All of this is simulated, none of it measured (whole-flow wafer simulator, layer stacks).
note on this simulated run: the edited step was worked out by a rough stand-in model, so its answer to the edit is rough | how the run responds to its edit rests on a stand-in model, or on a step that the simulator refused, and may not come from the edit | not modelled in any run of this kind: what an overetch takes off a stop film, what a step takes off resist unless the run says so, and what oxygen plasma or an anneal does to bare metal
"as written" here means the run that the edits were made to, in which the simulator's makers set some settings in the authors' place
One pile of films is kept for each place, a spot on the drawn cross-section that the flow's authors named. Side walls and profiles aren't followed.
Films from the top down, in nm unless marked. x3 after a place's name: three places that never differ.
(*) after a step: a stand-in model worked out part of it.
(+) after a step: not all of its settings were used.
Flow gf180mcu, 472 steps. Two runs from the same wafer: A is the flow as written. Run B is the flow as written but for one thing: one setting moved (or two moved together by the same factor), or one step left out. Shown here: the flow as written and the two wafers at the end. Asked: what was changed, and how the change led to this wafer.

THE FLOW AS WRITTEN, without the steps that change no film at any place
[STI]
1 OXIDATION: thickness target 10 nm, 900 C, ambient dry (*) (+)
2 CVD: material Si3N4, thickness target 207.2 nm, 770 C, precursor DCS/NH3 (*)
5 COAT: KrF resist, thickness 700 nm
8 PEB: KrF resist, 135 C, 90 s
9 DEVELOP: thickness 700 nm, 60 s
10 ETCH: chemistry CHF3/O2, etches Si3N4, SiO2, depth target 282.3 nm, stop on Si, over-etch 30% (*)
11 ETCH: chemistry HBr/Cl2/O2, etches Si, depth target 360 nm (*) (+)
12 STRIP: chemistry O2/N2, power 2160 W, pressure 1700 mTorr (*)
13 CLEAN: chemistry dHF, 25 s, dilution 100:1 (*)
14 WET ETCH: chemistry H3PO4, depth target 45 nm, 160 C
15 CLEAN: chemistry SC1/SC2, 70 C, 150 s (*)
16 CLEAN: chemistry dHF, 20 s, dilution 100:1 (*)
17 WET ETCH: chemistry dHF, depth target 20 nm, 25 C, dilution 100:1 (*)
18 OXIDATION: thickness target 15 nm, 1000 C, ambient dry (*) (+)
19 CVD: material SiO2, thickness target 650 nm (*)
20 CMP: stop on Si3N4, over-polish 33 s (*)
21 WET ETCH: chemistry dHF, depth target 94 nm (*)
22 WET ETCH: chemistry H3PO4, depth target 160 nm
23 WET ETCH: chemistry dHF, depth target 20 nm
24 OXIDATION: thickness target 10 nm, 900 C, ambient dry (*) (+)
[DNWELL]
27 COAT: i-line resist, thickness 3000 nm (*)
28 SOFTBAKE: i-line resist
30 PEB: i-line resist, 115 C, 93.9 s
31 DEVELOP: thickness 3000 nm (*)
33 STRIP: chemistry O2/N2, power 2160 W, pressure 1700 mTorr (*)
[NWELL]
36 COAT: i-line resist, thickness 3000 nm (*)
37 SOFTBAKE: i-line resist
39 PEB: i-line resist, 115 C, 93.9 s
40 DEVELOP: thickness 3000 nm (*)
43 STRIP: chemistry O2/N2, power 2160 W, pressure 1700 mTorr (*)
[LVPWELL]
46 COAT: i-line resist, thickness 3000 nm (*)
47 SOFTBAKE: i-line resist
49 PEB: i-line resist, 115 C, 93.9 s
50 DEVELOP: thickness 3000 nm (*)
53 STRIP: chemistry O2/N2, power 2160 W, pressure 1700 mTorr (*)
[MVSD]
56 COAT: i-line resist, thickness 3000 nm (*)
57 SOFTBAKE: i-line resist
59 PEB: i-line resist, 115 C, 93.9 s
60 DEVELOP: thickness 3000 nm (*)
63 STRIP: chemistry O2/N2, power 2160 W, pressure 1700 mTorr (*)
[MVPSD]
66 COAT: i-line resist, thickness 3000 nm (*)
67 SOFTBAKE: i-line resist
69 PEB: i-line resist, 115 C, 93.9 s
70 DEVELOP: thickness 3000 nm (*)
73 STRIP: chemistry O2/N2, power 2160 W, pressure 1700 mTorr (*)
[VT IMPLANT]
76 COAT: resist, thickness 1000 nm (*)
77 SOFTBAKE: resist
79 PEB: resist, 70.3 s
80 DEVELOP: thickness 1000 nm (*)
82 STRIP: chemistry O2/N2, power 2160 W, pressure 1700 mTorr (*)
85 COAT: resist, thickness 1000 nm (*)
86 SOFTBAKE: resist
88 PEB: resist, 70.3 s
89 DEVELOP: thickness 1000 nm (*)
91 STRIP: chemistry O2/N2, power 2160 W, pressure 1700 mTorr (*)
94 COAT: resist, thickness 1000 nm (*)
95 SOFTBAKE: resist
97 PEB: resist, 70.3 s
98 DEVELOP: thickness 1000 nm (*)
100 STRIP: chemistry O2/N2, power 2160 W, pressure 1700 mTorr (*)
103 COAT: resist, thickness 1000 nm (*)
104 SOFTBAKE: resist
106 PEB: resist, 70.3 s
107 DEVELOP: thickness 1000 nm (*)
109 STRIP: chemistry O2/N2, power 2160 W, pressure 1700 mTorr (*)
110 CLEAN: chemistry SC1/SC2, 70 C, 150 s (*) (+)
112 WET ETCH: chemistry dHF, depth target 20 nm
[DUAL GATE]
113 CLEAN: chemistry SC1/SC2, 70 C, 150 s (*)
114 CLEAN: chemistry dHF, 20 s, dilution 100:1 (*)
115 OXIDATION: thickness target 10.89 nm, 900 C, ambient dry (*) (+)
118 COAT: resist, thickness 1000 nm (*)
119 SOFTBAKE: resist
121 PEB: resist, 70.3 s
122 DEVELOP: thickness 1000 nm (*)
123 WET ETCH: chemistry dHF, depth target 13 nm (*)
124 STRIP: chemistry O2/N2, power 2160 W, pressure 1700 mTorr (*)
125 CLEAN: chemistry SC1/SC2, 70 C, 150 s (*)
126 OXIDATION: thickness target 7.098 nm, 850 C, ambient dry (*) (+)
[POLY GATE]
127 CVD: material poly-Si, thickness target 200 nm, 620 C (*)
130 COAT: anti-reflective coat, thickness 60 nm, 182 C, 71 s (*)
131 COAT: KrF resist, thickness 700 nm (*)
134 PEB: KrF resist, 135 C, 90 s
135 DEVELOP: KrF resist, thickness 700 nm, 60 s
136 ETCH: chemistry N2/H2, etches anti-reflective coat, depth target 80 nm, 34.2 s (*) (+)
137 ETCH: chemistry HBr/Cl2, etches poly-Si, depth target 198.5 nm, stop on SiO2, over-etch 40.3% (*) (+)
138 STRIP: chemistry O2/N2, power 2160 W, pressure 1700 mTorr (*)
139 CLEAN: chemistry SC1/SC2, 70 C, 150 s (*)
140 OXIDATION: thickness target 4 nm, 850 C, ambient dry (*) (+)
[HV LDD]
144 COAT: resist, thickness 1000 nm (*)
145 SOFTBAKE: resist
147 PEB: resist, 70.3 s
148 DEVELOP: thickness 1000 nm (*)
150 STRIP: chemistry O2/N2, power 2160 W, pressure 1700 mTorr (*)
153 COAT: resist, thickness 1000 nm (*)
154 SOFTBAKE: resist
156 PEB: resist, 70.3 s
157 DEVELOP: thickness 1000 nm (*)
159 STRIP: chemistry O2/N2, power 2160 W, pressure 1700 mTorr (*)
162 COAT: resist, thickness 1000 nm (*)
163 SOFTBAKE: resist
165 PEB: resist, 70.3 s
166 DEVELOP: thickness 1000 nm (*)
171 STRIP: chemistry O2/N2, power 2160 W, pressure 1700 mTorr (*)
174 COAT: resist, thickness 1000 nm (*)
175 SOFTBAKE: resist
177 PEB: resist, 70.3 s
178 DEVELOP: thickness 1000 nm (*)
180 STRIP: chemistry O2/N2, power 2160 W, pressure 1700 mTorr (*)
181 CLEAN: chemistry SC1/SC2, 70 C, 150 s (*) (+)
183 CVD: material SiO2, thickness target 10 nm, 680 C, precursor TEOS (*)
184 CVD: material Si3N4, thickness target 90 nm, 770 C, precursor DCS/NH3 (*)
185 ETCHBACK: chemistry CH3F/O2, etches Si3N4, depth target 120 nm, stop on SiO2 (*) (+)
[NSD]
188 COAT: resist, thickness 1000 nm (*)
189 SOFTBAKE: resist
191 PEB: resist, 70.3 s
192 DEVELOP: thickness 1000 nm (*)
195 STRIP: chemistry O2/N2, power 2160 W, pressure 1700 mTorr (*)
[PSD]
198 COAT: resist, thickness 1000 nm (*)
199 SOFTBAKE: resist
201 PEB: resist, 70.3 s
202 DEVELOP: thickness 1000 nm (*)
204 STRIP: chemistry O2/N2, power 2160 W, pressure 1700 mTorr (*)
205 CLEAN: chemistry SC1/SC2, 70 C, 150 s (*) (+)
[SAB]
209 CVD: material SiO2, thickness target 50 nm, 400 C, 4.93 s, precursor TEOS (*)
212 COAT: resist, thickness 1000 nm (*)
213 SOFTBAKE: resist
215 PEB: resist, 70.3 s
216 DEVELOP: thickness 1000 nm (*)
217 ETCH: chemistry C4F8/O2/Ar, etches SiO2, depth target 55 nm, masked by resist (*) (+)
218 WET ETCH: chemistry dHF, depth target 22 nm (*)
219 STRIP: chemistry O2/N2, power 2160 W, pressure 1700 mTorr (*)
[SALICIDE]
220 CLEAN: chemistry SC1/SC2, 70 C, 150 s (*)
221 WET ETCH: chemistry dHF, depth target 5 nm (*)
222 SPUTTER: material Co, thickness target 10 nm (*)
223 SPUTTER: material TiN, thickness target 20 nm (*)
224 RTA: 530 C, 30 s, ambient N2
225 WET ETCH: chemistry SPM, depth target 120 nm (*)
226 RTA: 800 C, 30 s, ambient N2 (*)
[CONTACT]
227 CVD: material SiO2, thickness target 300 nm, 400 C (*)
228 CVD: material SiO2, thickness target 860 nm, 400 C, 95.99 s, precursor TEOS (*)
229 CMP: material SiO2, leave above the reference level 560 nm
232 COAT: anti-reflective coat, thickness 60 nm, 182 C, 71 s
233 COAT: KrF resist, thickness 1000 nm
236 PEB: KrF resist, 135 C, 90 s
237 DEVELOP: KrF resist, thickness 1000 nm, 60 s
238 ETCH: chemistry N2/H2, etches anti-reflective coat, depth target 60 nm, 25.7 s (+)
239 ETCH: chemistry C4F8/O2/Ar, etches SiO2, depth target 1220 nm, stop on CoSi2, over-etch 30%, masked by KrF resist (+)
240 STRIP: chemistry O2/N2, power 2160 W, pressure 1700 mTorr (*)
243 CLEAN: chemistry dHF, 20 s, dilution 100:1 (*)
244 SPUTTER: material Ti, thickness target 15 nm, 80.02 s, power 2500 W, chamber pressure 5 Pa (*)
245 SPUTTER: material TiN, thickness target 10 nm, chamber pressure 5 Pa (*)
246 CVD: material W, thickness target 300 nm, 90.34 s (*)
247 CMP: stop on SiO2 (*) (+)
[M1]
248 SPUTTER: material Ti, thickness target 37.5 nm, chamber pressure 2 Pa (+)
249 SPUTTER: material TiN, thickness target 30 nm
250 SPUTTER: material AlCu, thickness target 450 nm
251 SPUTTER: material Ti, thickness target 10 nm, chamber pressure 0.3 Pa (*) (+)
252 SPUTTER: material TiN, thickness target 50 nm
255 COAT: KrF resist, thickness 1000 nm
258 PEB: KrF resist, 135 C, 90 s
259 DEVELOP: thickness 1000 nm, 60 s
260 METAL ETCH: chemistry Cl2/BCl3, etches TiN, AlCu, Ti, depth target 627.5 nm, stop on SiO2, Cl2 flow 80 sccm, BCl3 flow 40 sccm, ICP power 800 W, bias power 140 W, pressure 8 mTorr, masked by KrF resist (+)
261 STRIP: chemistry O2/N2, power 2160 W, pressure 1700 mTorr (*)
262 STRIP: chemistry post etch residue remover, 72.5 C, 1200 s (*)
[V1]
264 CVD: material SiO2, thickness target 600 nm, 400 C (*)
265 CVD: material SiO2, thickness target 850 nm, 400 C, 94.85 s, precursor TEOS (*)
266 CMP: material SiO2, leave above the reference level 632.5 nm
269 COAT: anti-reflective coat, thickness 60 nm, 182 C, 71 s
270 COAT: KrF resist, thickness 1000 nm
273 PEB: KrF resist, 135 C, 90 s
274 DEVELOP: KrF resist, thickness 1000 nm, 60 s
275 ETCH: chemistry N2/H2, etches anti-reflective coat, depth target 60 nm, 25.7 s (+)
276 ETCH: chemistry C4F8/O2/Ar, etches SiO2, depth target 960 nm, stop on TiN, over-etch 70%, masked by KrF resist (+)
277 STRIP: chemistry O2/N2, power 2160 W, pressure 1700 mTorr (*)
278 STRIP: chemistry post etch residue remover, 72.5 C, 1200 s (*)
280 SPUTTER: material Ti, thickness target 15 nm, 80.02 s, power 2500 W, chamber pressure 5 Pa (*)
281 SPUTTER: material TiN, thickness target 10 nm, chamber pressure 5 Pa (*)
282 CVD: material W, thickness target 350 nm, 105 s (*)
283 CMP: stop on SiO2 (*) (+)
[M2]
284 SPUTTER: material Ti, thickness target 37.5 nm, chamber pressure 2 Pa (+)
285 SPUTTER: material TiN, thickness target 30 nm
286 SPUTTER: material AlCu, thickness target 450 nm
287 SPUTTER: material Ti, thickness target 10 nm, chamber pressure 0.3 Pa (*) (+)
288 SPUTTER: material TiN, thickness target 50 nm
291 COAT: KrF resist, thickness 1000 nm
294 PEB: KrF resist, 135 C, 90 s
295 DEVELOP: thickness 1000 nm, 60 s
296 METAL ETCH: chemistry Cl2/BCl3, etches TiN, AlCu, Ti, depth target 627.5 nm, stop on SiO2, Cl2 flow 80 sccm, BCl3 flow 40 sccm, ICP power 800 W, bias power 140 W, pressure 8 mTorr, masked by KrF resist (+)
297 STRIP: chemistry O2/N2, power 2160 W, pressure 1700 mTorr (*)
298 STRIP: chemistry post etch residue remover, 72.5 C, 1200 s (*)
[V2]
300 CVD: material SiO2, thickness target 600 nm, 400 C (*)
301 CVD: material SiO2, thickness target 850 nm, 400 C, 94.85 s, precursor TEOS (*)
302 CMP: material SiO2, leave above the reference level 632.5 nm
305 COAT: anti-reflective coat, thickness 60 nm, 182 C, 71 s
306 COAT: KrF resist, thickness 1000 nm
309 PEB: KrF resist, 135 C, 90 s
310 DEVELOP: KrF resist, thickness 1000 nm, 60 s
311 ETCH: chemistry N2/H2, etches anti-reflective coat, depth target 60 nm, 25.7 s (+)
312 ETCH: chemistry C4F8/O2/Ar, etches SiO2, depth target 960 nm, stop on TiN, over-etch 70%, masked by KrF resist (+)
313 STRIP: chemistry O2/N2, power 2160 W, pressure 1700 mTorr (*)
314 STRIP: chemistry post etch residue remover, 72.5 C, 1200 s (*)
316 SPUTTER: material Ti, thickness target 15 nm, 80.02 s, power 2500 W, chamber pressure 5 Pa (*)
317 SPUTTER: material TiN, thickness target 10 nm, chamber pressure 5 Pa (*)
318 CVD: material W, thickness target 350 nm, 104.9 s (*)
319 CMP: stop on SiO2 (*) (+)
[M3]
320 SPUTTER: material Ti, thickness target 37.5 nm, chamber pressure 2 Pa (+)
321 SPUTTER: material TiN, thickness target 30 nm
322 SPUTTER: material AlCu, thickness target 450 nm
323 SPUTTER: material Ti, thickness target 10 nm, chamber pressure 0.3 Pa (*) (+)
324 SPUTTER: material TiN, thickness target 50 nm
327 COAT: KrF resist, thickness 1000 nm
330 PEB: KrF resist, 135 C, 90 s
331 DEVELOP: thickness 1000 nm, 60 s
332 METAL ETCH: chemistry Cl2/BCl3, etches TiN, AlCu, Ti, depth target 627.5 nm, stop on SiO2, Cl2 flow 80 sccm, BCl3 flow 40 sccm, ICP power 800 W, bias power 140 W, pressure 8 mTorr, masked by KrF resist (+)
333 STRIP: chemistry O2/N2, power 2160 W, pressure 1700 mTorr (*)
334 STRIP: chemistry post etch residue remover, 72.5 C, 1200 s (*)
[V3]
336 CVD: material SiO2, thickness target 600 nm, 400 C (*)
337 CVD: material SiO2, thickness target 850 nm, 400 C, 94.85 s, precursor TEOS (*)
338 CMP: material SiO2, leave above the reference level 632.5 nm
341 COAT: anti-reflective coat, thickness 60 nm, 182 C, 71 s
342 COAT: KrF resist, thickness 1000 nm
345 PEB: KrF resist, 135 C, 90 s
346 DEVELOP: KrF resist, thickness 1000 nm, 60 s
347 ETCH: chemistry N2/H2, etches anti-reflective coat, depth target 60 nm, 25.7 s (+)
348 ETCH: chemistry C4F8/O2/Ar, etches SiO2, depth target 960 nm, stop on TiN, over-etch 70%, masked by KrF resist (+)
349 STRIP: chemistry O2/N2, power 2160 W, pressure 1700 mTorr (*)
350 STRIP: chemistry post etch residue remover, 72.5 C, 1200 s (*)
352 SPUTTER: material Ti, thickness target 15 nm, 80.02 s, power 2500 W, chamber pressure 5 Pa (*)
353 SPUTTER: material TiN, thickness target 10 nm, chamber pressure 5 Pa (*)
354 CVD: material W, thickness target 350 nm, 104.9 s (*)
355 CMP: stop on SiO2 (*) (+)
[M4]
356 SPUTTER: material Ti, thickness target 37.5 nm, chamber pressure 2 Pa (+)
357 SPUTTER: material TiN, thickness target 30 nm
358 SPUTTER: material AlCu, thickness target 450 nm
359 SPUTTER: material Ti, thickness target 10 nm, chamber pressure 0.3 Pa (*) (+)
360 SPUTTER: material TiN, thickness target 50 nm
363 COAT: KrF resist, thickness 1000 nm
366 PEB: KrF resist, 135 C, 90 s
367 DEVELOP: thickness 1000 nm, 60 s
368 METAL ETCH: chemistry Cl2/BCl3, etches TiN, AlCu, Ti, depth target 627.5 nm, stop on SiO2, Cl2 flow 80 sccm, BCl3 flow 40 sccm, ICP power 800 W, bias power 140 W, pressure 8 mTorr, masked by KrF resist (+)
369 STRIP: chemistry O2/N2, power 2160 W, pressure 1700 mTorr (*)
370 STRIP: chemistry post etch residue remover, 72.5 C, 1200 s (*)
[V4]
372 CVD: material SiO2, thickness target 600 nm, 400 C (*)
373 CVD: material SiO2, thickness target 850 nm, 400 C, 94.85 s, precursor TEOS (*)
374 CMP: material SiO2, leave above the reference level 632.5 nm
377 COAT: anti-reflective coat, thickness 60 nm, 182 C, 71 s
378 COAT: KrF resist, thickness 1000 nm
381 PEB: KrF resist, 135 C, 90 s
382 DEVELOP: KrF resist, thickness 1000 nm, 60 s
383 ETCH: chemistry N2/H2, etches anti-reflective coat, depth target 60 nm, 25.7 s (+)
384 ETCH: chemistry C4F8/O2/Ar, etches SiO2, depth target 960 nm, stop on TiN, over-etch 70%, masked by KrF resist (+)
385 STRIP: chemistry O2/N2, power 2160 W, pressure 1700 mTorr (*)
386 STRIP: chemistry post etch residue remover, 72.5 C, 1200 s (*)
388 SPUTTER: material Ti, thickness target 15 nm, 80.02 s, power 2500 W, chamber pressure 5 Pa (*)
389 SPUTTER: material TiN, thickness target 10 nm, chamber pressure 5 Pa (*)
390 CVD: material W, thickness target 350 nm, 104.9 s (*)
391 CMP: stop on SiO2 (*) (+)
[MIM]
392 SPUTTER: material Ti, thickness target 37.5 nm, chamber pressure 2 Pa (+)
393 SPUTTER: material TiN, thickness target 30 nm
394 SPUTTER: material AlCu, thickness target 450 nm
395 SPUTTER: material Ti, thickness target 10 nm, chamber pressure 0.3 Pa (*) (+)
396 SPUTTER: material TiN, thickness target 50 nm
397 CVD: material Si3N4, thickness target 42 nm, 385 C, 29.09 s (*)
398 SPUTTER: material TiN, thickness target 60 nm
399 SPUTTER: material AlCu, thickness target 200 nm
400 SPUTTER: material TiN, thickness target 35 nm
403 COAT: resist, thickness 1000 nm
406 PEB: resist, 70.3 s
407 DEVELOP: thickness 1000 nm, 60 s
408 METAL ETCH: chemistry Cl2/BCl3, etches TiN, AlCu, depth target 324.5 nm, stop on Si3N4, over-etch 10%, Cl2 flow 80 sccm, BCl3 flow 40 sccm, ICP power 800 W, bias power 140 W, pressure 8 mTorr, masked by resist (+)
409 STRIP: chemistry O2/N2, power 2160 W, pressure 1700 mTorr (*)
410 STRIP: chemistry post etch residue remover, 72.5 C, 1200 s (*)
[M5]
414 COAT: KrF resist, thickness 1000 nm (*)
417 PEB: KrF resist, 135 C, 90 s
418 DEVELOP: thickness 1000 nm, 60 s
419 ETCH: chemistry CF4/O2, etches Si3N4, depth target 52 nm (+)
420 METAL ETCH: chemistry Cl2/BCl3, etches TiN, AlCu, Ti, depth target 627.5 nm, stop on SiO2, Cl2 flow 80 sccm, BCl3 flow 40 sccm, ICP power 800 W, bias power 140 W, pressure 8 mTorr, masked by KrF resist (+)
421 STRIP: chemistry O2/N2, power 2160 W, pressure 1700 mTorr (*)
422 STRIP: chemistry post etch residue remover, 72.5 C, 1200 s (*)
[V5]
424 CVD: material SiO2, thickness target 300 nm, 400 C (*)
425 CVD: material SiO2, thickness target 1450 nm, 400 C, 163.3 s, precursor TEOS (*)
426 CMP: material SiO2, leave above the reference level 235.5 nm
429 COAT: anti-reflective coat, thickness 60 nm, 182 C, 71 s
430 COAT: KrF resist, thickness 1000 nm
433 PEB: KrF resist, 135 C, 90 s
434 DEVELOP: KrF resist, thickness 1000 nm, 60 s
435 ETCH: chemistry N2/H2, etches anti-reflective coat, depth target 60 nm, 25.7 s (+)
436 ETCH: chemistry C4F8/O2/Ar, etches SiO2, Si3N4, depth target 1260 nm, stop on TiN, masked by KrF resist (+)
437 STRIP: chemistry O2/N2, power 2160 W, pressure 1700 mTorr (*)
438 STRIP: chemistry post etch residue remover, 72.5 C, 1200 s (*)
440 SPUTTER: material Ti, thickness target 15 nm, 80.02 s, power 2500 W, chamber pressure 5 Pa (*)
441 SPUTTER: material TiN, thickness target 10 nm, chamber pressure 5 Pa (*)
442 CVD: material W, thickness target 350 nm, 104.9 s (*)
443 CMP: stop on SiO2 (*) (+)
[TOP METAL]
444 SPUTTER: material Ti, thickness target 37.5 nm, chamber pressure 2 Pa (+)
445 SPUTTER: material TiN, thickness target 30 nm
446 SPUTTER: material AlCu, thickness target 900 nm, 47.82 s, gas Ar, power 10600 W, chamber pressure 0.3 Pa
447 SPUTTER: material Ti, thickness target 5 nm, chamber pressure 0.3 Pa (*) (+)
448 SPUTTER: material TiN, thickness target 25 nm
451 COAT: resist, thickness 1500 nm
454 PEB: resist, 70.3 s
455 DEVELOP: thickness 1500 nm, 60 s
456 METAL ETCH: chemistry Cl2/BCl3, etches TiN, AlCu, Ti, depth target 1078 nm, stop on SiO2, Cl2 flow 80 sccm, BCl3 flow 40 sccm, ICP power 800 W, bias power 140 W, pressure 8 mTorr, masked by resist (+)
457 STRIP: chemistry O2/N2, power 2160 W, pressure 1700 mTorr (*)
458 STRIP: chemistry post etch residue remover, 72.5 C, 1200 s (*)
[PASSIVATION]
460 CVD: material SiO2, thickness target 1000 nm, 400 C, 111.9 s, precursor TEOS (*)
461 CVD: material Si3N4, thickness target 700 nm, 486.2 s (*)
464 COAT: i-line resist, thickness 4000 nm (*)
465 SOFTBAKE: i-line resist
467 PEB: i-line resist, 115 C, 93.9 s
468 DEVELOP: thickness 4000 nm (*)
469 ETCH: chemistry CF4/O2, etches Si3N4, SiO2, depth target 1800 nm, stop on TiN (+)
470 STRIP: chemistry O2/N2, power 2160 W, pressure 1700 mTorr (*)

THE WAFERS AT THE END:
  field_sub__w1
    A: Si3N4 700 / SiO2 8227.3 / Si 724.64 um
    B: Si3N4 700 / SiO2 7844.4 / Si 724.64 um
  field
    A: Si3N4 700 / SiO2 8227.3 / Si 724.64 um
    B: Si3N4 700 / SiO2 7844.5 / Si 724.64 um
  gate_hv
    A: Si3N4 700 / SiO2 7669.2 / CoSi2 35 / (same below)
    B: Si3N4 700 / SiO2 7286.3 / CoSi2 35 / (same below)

The cause: step 460, CVD: thickness target 610 nm was run, where the flow has thickness target 1000 nm; step 460, CVD: 68.29 s was run, where the flow has 111.9 s.

How the change led to this, step by step:
  460 CVD: material SiO2, thickness target 1000 nm, 400 C, 111.9 s, precursor TEOS (*)
      field, field__w1, field__w2 and 103 more: A SiO2 +1000 | B SiO2 +617.2
      field__w8, contact, m1, m1__w1, pad, m1_nw: A SiO2 +1000 (new film) | B SiO2 +617.2 (new film)
  465 SOFTBAKE: i-line resist
      gate: A i-line resist +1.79 | B i-line resist -0.36
      ld_acc_p, ld_fp_p, ld_drift_p: A i-line resist +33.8 | B i-line resist +26.9
      (and at 57 more places)
  469 ETCH: chemistry CF4/O2, etches Si3N4, SiO2, depth target 1800 nm, stop on TiN (+)
      pad: A Si3N4 -700 (all of it), SiO2 -1000 (all of it) | B Si3N4 -700 (all of it), SiO2 -617.2 (all of it)
